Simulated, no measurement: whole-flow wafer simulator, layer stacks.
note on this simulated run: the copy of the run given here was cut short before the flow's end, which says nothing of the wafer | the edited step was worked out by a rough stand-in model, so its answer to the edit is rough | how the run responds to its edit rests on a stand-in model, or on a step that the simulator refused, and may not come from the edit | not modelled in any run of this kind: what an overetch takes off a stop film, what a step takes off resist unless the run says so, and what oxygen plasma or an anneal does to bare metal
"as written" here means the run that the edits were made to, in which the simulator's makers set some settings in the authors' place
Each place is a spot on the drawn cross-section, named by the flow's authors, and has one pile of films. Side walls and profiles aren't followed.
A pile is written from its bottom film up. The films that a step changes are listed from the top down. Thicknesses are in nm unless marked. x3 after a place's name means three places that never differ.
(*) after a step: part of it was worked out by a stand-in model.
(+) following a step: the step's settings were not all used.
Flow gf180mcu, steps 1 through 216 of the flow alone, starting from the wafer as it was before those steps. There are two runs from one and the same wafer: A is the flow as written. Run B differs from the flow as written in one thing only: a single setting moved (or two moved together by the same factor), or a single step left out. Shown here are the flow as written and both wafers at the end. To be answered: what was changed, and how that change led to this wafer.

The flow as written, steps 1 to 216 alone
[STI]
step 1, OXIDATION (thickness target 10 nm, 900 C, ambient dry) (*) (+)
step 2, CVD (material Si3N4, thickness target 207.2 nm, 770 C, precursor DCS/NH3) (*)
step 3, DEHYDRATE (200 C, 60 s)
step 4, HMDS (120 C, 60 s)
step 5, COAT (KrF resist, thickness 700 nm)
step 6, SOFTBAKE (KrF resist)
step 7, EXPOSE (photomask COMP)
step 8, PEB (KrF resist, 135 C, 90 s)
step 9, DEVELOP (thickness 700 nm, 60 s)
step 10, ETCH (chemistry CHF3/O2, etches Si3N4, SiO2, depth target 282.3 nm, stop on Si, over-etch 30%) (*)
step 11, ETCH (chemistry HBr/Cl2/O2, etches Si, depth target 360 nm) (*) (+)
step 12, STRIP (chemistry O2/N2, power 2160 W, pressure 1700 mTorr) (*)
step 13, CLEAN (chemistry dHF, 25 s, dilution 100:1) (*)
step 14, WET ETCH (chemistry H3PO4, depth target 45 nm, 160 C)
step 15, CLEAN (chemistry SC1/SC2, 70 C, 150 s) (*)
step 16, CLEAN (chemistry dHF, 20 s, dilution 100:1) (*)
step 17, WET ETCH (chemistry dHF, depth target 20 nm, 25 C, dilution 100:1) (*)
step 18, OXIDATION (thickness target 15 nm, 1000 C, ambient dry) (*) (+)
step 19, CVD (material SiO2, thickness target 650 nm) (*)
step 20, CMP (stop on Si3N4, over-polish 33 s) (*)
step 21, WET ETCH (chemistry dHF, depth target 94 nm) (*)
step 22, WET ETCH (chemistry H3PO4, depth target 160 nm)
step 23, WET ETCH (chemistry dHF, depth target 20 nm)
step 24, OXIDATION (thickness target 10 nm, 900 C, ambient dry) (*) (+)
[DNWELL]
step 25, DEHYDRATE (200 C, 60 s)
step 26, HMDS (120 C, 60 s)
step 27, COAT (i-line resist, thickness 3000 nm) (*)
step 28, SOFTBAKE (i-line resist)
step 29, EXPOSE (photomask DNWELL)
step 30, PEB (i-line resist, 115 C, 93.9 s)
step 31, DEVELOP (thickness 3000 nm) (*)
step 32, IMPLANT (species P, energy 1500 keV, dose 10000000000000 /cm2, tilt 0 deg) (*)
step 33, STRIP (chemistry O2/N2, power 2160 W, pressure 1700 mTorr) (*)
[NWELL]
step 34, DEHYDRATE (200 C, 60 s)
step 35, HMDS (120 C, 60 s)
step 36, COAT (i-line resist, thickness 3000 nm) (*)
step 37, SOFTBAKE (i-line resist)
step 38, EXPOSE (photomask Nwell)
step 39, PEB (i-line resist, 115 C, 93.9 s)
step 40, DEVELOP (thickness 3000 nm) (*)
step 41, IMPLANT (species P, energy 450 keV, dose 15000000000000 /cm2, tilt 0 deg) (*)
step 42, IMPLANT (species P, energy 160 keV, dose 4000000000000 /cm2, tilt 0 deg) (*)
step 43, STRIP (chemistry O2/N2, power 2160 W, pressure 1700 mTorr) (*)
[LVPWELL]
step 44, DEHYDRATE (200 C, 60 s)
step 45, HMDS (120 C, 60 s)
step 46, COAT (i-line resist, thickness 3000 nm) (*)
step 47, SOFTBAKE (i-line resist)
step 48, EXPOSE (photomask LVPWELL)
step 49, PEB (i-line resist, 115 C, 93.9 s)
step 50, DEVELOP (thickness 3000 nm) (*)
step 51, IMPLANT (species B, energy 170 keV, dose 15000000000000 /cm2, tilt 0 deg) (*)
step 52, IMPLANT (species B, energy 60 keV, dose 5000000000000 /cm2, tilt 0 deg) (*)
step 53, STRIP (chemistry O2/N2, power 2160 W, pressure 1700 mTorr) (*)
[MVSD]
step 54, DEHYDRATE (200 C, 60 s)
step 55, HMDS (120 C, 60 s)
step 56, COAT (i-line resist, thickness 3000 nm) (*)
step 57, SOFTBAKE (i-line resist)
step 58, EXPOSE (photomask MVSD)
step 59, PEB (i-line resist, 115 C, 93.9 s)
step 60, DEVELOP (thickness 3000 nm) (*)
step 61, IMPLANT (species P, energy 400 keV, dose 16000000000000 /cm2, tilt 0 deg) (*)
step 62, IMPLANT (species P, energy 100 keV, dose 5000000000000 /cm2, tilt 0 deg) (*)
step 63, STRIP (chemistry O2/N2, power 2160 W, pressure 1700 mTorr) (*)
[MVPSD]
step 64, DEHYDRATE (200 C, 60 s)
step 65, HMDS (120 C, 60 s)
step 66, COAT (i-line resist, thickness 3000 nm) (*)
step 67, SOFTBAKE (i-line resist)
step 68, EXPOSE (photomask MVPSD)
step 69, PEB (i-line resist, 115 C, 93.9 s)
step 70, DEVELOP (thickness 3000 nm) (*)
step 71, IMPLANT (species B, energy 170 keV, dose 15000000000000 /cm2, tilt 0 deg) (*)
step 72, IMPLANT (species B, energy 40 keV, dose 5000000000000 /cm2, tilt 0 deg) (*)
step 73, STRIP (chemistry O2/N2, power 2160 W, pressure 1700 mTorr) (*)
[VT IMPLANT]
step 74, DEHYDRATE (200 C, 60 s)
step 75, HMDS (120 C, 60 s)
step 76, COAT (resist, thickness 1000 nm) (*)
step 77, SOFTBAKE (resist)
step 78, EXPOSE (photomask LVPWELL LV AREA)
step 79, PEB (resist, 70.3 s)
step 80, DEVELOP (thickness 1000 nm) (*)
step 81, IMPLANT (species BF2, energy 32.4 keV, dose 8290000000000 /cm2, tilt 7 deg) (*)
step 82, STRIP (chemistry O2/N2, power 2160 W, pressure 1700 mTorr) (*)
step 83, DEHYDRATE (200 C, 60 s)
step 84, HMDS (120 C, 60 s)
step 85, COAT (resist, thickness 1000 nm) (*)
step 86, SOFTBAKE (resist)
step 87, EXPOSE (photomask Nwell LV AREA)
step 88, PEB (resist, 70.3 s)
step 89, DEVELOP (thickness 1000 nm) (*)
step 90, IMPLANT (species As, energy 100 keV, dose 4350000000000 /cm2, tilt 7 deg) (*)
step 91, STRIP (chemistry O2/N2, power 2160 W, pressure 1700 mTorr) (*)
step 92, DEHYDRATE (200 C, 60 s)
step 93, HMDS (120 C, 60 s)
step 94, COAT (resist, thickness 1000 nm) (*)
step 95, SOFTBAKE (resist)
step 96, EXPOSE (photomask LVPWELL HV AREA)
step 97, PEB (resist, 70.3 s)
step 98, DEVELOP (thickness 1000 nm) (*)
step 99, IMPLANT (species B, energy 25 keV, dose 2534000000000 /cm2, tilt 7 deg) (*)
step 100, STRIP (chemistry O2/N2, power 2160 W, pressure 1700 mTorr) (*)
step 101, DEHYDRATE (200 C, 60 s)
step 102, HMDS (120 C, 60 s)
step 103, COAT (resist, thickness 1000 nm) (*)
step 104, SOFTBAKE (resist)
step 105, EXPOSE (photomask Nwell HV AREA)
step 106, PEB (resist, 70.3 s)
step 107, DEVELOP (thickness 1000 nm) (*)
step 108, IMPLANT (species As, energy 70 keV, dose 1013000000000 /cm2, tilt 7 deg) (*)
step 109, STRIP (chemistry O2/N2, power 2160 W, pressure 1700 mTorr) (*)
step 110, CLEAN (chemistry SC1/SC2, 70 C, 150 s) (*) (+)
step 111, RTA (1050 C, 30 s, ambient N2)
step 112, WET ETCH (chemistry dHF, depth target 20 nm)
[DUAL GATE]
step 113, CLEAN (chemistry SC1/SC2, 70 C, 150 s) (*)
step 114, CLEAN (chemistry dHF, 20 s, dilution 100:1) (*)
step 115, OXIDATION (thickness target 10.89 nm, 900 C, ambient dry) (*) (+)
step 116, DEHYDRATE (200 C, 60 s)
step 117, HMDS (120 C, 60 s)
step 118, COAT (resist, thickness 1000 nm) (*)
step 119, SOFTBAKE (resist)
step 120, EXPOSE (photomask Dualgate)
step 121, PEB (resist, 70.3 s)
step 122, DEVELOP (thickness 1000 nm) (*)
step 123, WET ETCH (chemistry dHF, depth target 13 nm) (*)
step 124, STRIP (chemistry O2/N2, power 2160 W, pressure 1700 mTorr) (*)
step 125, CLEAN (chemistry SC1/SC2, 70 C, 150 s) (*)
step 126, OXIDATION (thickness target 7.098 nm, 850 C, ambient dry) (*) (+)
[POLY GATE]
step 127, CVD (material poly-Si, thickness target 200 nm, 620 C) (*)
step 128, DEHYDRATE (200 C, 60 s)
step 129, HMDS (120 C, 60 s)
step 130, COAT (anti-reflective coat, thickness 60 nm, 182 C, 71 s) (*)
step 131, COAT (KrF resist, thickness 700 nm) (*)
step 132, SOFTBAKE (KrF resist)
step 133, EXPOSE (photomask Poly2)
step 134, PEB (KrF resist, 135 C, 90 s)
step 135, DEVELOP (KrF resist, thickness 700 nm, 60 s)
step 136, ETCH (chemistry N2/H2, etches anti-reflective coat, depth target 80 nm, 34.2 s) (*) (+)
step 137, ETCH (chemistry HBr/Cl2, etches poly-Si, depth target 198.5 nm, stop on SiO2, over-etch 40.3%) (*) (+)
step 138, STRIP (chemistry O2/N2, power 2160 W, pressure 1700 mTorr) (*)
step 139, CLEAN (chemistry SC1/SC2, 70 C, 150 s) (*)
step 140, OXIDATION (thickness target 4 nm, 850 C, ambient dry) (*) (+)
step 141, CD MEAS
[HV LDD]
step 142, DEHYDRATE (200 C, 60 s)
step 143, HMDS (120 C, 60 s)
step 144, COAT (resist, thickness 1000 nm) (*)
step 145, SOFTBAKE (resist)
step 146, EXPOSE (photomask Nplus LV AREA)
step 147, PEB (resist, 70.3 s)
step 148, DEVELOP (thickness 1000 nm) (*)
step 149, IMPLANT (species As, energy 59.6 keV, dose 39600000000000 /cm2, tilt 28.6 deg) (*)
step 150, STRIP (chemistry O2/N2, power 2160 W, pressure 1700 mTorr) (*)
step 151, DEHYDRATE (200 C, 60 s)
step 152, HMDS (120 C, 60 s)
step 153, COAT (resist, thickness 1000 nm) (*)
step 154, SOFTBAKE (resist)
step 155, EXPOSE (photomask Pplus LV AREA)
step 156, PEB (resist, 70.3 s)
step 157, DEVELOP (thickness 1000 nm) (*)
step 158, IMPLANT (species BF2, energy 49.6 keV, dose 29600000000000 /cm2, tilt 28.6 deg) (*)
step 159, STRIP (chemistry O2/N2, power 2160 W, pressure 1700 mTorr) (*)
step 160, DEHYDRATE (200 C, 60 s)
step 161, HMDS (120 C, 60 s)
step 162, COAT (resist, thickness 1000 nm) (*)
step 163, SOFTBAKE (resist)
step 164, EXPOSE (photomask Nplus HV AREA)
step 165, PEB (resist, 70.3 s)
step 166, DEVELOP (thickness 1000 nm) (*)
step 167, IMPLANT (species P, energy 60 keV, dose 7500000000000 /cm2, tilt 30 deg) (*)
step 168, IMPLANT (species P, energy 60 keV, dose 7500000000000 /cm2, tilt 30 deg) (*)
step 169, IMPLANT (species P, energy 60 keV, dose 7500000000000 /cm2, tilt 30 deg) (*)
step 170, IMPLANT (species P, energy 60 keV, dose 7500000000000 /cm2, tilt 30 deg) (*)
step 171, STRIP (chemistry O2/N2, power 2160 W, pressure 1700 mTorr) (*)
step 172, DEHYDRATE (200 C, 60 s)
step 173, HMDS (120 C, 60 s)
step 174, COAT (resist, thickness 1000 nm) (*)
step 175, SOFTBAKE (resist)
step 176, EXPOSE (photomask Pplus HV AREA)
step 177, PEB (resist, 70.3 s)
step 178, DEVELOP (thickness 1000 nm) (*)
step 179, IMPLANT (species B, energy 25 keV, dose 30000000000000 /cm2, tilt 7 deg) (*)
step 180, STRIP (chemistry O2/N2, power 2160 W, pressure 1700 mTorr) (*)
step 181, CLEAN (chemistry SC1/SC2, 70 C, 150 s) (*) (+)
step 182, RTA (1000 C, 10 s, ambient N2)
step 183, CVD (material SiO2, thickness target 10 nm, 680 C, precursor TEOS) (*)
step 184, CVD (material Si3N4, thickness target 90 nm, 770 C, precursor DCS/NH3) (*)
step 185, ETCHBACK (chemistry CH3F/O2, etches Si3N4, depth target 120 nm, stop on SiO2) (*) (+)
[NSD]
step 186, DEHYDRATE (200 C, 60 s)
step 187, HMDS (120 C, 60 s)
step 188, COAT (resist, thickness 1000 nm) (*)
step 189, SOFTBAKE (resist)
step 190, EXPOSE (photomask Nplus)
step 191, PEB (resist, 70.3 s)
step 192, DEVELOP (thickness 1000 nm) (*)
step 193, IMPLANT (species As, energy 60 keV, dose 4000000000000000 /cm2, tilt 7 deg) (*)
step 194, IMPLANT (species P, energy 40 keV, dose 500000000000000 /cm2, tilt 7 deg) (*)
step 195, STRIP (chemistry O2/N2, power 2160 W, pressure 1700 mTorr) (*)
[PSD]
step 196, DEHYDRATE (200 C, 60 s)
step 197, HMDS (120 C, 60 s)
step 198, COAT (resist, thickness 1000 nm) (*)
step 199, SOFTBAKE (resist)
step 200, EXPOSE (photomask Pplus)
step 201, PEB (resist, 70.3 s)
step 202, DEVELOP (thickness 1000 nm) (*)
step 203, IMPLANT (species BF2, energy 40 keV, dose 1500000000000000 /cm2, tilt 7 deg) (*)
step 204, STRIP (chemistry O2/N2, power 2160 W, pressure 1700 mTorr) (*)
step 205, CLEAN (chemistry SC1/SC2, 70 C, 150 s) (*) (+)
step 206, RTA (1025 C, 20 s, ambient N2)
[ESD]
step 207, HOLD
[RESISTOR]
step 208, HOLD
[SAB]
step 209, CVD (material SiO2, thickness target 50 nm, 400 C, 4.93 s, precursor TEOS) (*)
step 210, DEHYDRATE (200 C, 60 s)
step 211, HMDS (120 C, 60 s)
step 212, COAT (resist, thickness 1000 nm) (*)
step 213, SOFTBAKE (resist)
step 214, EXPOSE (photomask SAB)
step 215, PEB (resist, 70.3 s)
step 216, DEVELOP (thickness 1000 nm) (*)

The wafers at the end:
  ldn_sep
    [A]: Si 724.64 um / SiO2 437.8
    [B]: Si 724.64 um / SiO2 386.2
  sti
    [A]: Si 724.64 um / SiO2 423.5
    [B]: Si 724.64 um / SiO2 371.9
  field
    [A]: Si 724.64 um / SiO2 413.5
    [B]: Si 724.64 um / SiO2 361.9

What caused this: step 21, WET ETCH: depth target 146 nm was run, whereas the flow has depth target 94 nm.

Step by step, how the change led to this:
  step 21, WET ETCH (chemistry dHF, depth target 94 nm) (*)
      active, n_well, p_well and 40 more: A Si3N4 loses 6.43 | B Si3N4 loses 9.94
      field, field_sub, sti and 34 more: A SiO2 loses 94 | B SiO2 loses 146
  step 22, WET ETCH (chemistry H3PO4, depth target 160 nm)
      active, n_well, p_well and 40 more: A Si3N4 loses 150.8 (all of it), SiO2 loses 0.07 | B Si3N4 loses 147.2 (all of it), SiO2 loses 0.1
  step 28, SOFTBAKE (i-line resist)
      field: A i-line resist gains 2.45 | B i-line resist loses 1.28
      field_sub: A i-line resist gains 1.87 | B i-line resist loses 1.01
      (also at 62 further places)
  step 37, SOFTBAKE (i-line resist)
      field: A i-line resist gains 2.45 | B i-line resist loses 1.28
      field_sub: A i-line resist gains 1.87 | B i-line resist loses 1.01
      (also at 62 further places)
  step 47, SOFTBAKE (i-line resist)
      field: A i-line resist gains 2.45 | B i-line resist loses 1.28
      field_sub: A i-line resist gains 1.87 | B i-line resist loses 1.01
      (also at 62 further places)
  step 57, SOFTBAKE (i-line resist)
      field: A i-line resist gains 2.45 | B i-line resist loses 1.28
      field_sub: A i-line resist gains 1.87 | B i-line resist loses 1.01
      (also at 62 further places)
  step 67, SOFTBAKE (i-line resist)
      field: A i-line resist gains 2.45 | B i-line resist loses 1.28
      field_sub: A i-line resist gains 1.87 | B i-line resist loses 1.01
      (also at 62 further places)
  step 76, COAT (resist, thickness 1000 nm) (*)
      p_well, spacer, sd_n: A resist gains 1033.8 (new film) | B resist gains 983.2 (new film)
      field__w6: A resist gains 984.3 (new film) | B resist gains 1014 (new film)
      (also at 49 further places)
  step 77, SOFTBAKE (resist)
      ldn_dft, ldp_dft: A resist loses 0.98 | B nothing
      field__w2: A resist loses 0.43 | B resist gains 0.24
      (also at 56 further places)
  step 79, PEB (resist, 70.3 s)
      iso_ptap_pw, iso_ntap_nw, iso_ptap_sub and 11 more: A resist loses 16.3 | B resist loses 15.7
      p_well, spacer, sd_n: A resist loses 16.4 | B resist loses 15.6
      (also at 3 further places)
  step 80, DEVELOP (thickness 1000 nm) (*)
      p_well, spacer, sd_n: A resist loses 1017.4 (all of it) | B resist loses 967.6 (all of it)
      field: A resist loses 973 (all of it) | B resist loses 993.5 (all of it)
      (also at 6 further places)
  step 82, STRIP (chemistry O2/N2, power 2160 W, pressure 1700 mTorr) (*)
      field__w6: A resist loses 968.6 (all of it) | B resist loses 998 (all of it)
      field_sub: A resist loses 966.6 (all of it) | B resist loses 992.8 (all of it)
      (also at 43 further places)
  step 85, COAT (resist, thickness 1000 nm) (*)
      p_well, spacer, sd_n: A resist gains 1033.8 (new film) | B resist gains 983.2 (new film)
      field__w6: A resist gains 984.3 (new film) | B resist gains 1014 (new film)
      (also at 49 further places)
  step 86, SOFTBAKE (resist)
      ldn_dft, ldp_dft: A resist loses 0.98 | B nothing
      field__w2: A resist loses 0.43 | B resist gains 0.24
      (also at 56 further places)
  step 88, PEB (resist, 70.3 s)
      iso_ptap_pw, iso_ntap_nw, iso_ptap_sub and 11 more: A resist loses 16.3 | B resist loses 15.7
      p_well, spacer, sd_n: A resist loses 16.4 | B resist loses 15.6
      (also at 3 further places)
  step 89, DEVELOP (thickness 1000 nm) (*)
      n_well: A resist loses 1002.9 (all of it) | B resist loses 974.7 (all of it)
      sd_p: A resist loses 1001.9 (all of it) | B resist loses 975 (all of it)
      (also at 5 further places)
  ... 55 other steps ...
  step 216, DEVELOP (thickness 1000 nm) (*)
      p_well, sd_n: A resist loses 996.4 (all of it) | B resist loses 945.2 (all of it)
      field__w1: A resist loses 1017.5 (all of it) | B resist loses 1041.7 (all of it)
      (also at 48 further places)
